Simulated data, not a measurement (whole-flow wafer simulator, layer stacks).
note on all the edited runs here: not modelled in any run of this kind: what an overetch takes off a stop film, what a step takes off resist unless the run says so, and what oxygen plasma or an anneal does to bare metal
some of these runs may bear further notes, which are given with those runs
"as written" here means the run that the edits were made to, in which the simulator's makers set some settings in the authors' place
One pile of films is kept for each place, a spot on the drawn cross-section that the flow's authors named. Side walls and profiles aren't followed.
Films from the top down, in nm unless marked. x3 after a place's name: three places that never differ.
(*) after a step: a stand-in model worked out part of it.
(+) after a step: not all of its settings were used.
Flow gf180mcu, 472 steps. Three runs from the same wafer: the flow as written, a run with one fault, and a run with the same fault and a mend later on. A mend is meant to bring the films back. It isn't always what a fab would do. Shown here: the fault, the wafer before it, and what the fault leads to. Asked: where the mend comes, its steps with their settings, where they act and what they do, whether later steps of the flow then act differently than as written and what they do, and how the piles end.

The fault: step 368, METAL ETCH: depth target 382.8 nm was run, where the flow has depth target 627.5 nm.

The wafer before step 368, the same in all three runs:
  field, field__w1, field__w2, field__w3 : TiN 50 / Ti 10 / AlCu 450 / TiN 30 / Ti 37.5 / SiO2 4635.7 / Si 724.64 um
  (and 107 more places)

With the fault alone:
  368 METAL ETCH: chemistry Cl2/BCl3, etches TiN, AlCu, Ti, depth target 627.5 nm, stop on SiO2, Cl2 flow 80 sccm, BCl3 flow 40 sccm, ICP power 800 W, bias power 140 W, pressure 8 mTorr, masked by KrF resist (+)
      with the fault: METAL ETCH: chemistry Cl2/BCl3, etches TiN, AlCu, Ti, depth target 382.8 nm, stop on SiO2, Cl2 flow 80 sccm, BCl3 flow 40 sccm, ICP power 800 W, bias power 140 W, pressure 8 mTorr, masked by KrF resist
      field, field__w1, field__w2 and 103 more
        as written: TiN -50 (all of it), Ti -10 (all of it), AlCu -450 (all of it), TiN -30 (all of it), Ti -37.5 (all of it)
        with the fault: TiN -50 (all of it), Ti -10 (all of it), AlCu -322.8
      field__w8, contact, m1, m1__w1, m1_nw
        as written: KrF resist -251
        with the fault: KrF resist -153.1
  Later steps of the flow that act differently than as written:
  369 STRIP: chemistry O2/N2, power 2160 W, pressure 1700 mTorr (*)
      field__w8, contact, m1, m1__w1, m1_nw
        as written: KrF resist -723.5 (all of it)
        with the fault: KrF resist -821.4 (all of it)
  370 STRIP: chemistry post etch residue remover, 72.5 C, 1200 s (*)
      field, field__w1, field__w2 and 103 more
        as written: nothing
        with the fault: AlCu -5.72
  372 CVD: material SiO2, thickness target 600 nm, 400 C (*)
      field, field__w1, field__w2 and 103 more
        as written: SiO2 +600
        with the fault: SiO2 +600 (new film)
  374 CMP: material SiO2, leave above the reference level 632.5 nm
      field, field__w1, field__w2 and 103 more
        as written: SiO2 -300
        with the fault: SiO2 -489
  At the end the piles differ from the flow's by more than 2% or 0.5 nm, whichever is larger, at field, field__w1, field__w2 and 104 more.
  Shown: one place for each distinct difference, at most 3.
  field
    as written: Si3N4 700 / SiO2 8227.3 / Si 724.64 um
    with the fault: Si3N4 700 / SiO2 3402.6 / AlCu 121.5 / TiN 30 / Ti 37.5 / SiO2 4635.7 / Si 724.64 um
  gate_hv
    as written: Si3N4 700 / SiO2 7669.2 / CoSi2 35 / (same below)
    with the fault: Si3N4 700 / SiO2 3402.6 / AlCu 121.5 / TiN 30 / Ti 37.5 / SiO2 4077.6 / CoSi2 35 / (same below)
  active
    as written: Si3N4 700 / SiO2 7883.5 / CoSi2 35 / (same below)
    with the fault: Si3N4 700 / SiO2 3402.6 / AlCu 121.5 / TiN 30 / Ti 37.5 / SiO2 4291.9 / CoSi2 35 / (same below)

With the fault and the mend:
  The mend comes after step 370.
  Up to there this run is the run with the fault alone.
  370a DEHYDRATE: 200 C, 60 s (the flow's step 361 once more)
      changes no film at any place that is followed
  370b HMDS: 120 C, 60 s (the flow's step 362 once more)
      changes no film at any place that is followed
  370c COAT: KrF resist, thickness 1000 nm (*) (the flow's step 363 once more)
      iso_ptap_pw, iso_ntap_nw, iso_nw_fld and 33 more
        KrF resist +1000 (new film)
      field_sub, field_sub__w3, p_well and 8 more
        KrF resist +1002.6 (new film)
      field_sub__w2, field_sub__w4, ld_drn_n and 7 more
        KrF resist +1002.4 (new film)
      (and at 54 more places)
  370d SOFTBAKE: KrF resist (the flow's step 364 once more)
      changes no film at any place that is followed
  370e EXPOSE: photomask Metal4 (the flow's step 365 once more)
      changes no film at any place that is followed
  370f PEB: KrF resist, 135 C, 90 s (the flow's step 366 once more)
      field__w1, field__w2, field__w3 and 58 more
        KrF resist -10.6
      iso_ptap_pw, iso_ntap_nw, iso_nw_fld and 33 more
        KrF resist -10.5
      sd_p, nw_sep_fld, polyc_n
        KrF resist -10.7
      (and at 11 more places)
  370g DEVELOP: thickness 1000 nm, 60 s (the flow's step 367 once more)
      iso_ptap_pw, iso_ntap_nw, iso_nw_fld and 33 more
        KrF resist -989.5 (all of it)
      field__w5, field__w9, field_sub and 12 more
        KrF resist -992 (all of it)
      field_sub__w2, field_sub__w4, gate_nat and 11 more
        KrF resist -991.9 (all of it)
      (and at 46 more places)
  370h METAL ETCH: chemistry Cl2/BCl3, etches TiN, AlCu, Ti, depth target 244.7 nm, stop on SiO2, Cl2 flow 80 sccm, BCl3 flow 40 sccm, ICP power 800 W, bias power 140 W, pressure 8 mTorr, masked by KrF resist (+) (the flow's step 368 once more, with other settings)
      field, field__w1, field__w2 and 103 more
        AlCu -121.5 (all of it), TiN -30 (all of it), Ti -37.5 (all of it)
      field__w8, contact, m1, m1__w1, m1_nw
        KrF resist -97.9
  370i STRIP: chemistry O2/N2, power 2160 W, pressure 1700 mTorr (*) (the flow's step 369 once more)
      field__w8
        KrF resist -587 (all of it)
      contact
        KrF resist -585.1 (all of it)
      m1
        KrF resist -587.3 (all of it)
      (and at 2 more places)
  370j STRIP: chemistry post etch residue remover, 72.5 C, 1200 s (*) (the flow's step 370 once more)
      field__w8, contact, m1, m1__w1, m1_nw
        TiN -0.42
  No later step of the flow acts differently than as written, at any place that is followed, by more than 2% or 0.5 nm, whichever is larger.
  At the end the piles differ from the flow's only slightly at the places that both follow, by at most 2% or 0.5 nm, whichever is larger.
